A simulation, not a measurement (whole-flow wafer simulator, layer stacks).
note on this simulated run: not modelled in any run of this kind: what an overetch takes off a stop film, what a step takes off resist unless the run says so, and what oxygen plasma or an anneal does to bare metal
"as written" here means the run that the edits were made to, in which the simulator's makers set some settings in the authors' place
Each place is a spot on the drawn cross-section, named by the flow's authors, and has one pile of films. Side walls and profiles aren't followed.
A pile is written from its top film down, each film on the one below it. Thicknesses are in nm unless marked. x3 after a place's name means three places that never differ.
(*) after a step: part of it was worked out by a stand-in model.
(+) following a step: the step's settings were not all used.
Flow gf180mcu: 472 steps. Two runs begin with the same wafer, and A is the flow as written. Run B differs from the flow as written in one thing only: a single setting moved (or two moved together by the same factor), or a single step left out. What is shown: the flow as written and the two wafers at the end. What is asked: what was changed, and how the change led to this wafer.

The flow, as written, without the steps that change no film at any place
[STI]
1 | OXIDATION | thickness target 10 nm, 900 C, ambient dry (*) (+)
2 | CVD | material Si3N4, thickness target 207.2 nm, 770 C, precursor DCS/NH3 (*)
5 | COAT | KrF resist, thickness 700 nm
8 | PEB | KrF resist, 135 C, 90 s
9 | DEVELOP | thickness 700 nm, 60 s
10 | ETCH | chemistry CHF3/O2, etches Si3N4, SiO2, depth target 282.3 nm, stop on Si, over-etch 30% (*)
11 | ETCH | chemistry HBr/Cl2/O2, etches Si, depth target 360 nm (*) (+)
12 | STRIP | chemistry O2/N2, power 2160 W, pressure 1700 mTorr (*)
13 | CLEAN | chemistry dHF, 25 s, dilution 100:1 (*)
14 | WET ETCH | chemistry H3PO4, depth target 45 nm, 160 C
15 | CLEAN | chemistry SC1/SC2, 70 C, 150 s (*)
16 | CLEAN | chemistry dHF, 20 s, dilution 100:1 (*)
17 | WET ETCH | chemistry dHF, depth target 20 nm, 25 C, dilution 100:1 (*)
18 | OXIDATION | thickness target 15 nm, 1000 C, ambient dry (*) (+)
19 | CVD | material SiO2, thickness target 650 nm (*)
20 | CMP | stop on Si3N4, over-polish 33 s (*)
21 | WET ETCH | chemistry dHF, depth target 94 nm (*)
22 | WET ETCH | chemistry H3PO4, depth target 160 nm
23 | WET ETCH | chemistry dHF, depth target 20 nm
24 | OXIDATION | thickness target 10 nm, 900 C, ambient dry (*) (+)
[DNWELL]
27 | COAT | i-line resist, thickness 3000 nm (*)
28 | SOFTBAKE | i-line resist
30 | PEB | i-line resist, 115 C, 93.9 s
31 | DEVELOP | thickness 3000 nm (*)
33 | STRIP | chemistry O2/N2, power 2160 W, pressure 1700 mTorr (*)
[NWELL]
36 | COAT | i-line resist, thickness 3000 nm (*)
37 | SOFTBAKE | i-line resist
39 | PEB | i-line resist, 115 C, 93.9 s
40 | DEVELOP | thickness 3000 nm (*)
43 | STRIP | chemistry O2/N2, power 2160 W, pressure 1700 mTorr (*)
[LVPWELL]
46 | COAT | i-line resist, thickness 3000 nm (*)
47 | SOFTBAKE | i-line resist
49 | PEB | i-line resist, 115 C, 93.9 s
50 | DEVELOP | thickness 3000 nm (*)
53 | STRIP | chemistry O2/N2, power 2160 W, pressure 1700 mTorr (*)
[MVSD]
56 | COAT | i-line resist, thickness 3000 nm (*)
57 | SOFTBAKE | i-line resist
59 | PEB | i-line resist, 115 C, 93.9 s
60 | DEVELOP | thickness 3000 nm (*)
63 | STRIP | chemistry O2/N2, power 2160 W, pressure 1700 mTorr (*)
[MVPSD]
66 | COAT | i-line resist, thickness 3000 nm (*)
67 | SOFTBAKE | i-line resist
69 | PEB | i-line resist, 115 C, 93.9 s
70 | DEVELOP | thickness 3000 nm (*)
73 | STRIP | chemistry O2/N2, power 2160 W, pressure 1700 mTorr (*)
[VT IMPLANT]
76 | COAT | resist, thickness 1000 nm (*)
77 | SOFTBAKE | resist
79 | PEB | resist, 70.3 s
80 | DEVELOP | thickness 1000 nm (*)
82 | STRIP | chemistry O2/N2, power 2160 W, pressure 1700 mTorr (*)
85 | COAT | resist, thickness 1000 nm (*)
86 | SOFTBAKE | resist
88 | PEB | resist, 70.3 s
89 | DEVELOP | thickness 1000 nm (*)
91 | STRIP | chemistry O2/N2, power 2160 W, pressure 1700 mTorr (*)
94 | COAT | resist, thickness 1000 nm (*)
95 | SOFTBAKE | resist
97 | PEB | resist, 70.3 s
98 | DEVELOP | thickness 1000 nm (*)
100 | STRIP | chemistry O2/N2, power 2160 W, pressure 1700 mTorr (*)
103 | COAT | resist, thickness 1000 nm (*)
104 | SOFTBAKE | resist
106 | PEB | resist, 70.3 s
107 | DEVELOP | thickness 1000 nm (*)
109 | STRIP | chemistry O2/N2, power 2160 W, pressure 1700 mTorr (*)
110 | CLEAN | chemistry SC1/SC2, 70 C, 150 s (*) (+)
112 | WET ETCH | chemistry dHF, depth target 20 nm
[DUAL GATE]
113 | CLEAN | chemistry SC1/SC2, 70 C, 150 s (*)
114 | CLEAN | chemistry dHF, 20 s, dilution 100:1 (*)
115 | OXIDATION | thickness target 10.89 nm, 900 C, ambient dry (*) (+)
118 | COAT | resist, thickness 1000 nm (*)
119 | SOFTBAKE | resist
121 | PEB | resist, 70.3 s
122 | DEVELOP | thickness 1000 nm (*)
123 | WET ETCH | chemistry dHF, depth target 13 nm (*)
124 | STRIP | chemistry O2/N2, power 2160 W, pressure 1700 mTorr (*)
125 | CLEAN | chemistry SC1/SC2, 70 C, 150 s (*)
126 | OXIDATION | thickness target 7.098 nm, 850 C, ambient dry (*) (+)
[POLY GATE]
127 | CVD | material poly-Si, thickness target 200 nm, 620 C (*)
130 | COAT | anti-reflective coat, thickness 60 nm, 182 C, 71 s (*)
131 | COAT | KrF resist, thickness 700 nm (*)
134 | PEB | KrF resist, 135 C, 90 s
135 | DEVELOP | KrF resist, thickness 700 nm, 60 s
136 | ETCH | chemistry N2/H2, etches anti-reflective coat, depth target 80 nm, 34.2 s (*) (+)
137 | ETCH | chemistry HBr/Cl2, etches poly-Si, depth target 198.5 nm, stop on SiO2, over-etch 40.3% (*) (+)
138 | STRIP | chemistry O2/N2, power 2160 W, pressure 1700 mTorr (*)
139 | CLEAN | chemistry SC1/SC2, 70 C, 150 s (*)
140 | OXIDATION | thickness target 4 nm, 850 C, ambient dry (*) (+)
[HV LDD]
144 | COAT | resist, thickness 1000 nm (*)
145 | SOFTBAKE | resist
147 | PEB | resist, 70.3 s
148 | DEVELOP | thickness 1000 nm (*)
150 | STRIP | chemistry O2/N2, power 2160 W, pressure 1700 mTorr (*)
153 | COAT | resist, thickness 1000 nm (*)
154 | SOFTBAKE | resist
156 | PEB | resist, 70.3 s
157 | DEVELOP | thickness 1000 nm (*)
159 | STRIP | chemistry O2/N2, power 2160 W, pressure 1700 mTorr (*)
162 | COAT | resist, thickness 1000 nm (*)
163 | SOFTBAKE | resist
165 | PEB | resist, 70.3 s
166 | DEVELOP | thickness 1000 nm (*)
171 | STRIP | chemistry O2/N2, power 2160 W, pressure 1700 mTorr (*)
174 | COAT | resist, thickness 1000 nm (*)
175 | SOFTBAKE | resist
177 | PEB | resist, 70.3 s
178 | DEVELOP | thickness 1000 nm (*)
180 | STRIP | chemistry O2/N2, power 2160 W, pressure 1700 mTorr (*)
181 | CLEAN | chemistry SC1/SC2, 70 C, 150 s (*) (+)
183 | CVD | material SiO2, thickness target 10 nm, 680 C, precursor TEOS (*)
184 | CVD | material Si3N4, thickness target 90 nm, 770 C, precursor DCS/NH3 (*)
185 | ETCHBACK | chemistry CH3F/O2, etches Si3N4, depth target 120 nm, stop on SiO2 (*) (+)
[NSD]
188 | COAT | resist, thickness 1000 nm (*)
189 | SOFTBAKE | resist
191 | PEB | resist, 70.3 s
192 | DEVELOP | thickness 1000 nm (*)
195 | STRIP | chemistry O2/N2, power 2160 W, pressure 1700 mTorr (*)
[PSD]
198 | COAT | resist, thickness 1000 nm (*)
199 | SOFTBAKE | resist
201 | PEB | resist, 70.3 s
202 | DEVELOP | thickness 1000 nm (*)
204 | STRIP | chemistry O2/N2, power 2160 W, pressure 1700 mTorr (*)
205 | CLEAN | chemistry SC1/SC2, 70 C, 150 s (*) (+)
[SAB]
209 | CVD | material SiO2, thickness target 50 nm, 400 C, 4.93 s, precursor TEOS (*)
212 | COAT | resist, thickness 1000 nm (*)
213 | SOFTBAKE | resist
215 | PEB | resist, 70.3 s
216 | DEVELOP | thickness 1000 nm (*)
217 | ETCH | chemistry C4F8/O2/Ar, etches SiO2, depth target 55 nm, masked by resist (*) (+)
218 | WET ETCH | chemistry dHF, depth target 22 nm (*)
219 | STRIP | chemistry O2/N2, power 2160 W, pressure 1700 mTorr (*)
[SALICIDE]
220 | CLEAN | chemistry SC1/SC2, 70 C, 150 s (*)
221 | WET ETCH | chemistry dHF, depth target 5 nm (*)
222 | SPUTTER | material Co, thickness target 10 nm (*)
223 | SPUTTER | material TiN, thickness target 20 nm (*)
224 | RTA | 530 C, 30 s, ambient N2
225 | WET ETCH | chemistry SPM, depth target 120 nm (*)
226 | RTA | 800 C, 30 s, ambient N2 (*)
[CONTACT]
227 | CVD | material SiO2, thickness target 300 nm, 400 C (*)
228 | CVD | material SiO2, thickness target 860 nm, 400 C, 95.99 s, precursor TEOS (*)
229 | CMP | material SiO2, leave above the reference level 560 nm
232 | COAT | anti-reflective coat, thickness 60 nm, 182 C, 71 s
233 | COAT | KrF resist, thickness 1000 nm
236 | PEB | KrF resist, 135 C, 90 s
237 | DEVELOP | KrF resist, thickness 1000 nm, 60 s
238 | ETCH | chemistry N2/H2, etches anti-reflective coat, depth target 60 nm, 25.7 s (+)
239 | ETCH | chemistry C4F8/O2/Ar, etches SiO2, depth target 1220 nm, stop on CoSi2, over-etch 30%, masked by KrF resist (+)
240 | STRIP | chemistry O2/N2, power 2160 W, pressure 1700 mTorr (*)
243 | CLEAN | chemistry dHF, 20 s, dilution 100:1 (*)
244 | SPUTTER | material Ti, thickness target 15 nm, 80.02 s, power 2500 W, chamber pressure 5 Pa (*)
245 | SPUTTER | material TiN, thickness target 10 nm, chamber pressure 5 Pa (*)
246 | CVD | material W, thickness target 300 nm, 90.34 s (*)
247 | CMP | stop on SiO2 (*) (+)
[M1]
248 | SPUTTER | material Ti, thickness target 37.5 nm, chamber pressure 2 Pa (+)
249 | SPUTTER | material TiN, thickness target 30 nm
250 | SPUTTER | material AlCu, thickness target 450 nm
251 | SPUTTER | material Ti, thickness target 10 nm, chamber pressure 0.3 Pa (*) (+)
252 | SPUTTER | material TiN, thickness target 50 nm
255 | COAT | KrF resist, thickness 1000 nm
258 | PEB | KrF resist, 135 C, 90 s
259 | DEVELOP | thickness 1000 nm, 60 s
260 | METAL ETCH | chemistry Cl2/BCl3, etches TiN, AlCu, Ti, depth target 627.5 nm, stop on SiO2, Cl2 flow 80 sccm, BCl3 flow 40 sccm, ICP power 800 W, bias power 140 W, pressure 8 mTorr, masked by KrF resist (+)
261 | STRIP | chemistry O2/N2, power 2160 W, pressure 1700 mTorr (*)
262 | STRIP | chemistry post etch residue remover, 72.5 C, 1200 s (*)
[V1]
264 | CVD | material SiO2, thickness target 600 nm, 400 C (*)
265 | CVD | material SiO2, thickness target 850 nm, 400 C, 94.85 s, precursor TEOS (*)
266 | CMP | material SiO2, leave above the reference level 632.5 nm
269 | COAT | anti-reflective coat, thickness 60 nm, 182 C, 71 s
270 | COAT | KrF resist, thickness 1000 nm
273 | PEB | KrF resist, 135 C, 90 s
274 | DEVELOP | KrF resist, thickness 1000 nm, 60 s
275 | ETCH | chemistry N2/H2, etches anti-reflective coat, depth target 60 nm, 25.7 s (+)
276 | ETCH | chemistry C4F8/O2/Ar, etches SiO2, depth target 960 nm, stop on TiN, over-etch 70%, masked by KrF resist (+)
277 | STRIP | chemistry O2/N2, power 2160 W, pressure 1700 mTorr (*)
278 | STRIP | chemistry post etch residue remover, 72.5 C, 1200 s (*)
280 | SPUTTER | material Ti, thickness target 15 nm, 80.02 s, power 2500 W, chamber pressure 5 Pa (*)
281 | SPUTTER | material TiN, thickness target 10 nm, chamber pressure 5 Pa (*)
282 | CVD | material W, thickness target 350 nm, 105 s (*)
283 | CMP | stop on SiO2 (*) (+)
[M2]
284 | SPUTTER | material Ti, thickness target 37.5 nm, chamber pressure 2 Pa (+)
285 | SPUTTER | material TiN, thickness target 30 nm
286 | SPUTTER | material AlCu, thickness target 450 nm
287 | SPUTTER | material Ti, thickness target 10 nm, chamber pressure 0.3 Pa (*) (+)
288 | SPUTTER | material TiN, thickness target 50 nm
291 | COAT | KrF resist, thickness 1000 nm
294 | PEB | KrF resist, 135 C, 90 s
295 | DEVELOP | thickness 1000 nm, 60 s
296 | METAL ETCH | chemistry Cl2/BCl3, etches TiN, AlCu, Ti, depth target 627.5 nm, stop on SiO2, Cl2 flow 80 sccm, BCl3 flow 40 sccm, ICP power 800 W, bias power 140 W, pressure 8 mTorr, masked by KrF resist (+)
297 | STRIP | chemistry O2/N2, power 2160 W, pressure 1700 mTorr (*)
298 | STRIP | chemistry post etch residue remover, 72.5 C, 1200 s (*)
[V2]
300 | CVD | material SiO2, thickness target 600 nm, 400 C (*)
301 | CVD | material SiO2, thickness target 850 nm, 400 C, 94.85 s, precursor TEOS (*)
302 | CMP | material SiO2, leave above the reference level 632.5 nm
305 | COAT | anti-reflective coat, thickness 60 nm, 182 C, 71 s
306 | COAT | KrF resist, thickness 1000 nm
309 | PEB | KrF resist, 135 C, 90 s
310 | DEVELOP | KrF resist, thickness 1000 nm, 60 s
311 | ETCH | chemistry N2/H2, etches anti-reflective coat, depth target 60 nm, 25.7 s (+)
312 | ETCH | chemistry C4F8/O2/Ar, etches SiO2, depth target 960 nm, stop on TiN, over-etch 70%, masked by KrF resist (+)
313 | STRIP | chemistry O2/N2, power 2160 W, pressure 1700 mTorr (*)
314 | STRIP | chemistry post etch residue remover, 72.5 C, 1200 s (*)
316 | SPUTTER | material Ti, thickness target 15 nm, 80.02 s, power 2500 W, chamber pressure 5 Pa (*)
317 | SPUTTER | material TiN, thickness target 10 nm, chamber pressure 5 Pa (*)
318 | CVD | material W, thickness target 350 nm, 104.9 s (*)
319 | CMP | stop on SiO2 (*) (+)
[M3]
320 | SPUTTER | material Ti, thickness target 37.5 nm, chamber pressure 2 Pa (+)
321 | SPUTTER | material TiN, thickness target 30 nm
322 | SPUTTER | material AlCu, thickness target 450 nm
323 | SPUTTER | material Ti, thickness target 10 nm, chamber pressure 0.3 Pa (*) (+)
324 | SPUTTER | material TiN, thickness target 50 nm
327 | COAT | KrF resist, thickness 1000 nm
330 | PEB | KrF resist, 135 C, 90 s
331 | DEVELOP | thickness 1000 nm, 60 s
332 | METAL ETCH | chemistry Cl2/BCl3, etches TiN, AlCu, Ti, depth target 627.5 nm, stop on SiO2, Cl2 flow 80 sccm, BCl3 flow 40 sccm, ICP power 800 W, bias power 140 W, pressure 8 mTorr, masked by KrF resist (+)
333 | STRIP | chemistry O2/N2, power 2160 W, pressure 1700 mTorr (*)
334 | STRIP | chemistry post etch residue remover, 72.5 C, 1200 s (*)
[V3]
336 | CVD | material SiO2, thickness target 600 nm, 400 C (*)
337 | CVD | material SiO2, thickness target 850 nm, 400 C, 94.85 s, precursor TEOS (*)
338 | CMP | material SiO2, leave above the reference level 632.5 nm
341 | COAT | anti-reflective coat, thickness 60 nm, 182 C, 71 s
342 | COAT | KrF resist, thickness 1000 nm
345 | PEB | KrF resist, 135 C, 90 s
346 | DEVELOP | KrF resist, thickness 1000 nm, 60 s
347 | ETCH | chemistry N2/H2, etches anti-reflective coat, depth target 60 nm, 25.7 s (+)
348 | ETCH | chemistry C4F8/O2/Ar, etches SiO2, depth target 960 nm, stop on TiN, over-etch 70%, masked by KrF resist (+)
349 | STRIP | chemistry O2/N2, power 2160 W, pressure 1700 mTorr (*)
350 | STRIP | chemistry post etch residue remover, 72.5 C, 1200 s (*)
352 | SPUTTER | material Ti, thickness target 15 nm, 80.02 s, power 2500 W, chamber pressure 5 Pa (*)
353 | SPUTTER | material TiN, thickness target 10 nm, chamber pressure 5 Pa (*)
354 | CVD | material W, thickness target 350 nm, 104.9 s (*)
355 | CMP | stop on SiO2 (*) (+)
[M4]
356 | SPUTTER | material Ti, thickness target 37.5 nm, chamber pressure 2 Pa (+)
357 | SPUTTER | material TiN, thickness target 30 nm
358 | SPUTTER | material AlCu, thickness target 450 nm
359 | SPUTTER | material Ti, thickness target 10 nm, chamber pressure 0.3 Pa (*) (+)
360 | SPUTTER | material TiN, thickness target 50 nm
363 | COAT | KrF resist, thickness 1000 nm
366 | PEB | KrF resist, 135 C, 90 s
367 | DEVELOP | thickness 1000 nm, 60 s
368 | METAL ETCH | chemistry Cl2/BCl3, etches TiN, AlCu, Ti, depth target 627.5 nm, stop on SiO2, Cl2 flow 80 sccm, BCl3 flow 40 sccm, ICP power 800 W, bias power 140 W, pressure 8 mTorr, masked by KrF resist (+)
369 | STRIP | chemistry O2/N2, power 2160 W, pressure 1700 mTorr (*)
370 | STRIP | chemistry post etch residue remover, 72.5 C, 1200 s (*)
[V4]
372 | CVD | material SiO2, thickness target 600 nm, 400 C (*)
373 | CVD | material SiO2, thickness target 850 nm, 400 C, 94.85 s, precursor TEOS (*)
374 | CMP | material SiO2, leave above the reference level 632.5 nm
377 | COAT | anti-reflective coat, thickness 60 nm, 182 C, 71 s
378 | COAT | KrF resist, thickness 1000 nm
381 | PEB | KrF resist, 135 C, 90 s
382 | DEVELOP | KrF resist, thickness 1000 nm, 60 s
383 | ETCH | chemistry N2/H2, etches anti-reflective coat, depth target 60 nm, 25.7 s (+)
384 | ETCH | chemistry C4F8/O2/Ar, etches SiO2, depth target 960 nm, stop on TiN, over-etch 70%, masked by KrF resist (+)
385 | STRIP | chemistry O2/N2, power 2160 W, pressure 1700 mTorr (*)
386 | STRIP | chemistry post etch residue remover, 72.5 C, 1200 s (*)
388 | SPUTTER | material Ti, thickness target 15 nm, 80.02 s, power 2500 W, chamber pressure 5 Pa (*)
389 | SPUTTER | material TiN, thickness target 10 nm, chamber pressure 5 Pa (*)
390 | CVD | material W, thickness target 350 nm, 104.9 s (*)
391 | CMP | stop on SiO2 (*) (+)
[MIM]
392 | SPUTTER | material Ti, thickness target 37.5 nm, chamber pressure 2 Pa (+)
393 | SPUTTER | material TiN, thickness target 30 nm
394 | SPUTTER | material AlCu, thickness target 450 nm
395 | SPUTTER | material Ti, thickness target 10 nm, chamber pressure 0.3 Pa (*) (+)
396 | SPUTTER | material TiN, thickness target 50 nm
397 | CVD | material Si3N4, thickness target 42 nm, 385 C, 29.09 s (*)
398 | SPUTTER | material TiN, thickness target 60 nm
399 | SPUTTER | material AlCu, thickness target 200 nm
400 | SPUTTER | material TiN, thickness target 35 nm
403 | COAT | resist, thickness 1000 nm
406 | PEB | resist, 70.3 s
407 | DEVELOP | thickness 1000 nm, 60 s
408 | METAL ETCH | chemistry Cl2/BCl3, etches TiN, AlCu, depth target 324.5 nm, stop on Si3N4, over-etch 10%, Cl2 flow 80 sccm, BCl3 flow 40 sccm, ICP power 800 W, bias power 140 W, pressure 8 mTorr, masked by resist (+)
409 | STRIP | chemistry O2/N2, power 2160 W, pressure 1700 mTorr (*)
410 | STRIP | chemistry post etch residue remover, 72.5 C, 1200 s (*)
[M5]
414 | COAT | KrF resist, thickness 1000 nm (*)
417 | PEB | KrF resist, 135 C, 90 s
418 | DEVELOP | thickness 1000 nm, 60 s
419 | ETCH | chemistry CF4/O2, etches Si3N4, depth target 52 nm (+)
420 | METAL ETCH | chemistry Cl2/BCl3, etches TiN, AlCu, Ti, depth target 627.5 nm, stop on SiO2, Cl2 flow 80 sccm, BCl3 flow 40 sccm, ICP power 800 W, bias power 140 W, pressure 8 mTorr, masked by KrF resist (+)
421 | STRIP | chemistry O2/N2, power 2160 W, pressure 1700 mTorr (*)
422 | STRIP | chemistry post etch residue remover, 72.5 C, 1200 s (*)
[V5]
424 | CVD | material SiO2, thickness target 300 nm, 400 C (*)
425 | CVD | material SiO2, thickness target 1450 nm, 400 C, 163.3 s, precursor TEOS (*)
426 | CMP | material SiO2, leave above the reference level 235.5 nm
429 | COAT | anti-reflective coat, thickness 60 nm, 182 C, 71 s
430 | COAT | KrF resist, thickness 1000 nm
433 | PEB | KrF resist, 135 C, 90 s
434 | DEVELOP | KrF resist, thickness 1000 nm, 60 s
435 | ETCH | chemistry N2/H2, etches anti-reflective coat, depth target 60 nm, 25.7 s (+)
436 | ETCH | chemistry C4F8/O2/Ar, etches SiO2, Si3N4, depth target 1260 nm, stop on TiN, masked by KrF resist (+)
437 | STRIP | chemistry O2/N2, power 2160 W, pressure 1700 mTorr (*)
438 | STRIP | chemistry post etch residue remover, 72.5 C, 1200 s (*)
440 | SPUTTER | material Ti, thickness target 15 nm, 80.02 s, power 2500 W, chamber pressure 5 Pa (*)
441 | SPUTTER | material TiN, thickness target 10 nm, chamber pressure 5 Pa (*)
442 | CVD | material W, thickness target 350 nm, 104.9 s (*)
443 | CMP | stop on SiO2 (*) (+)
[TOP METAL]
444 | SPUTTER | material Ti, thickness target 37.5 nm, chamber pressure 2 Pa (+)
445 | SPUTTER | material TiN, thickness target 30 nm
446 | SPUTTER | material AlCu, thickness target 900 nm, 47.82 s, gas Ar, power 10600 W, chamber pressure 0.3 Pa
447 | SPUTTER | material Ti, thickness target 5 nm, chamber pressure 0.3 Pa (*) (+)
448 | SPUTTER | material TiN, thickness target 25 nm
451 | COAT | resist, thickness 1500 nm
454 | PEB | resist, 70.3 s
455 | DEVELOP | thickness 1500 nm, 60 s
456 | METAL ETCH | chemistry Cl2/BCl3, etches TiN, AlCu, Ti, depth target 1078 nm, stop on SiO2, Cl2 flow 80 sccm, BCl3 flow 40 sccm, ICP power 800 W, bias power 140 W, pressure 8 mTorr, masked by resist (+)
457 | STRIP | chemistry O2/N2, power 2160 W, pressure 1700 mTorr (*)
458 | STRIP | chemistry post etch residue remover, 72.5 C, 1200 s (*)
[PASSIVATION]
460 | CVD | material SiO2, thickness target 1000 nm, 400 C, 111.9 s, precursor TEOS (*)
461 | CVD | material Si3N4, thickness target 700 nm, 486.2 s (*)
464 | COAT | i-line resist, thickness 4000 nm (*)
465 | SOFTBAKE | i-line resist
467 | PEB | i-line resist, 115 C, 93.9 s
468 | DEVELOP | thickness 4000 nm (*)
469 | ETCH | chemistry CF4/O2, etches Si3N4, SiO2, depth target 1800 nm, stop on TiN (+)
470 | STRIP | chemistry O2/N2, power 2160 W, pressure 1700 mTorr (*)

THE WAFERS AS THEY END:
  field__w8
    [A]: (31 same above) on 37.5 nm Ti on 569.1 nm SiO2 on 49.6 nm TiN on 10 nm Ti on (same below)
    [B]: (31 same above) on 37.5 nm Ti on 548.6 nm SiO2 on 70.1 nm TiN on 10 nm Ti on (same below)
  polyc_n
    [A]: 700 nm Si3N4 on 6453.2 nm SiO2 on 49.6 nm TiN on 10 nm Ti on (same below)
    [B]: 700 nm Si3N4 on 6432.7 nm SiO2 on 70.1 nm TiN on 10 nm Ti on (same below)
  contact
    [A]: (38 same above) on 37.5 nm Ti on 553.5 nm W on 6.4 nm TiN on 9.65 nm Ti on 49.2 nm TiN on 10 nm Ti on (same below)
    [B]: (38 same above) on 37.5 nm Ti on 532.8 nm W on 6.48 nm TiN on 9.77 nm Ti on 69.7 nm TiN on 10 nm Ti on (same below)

The reason: step 252, SPUTTER: thickness target 70.5 nm was run, while the flow as written has thickness target 50 nm.

The path from the change to this, step by step:
  252 | SPUTTER | material TiN, thickness target 50 nm
      field, field__w1, field__w2 and 108 more: A +50 TiN (new film) | B +70.5 TiN (new film)
  260 | METAL ETCH | chemistry Cl2/BCl3, etches TiN, AlCu, Ti, depth target 627.5 nm, stop on SiO2, Cl2 flow 80 sccm, BCl3 flow 40 sccm, ICP power 800 W, bias power 140 W, pressure 8 mTorr, masked by KrF resist (+)
      field, field__w1, field__w2 and 99 more: A -50 TiN (all of it), -10 Ti (all of it), -450 AlCu (all of it), -30 TiN (all of it), -37.5 Ti (all of it) | B -70.5 TiN (all of it), -10 Ti (all of it), -450 AlCu (all of it), -30 TiN (all of it), -37.5 Ti (all of it)
  266 | CMP | material SiO2, leave above the reference level 632.5 nm
      field__w8, contact, m1 and 6 more: A -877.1 SiO2 | B -897.6 SiO2
  276 | ETCH | chemistry C4F8/O2/Ar, etches SiO2, depth target 960 nm, stop on TiN, over-etch 70%, masked by KrF resist (+)
      field, field__w1, field__w2 and 107 more: A -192 KrF resist | B -187.7 KrF resist
      contact: A -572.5 SiO2 (all of it) | B -552 SiO2 (all of it)
  282 | CVD | material W, thickness target 350 nm, 105 s (*)
      contact: A +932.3 W (new film) | B +911.6 W (new film)
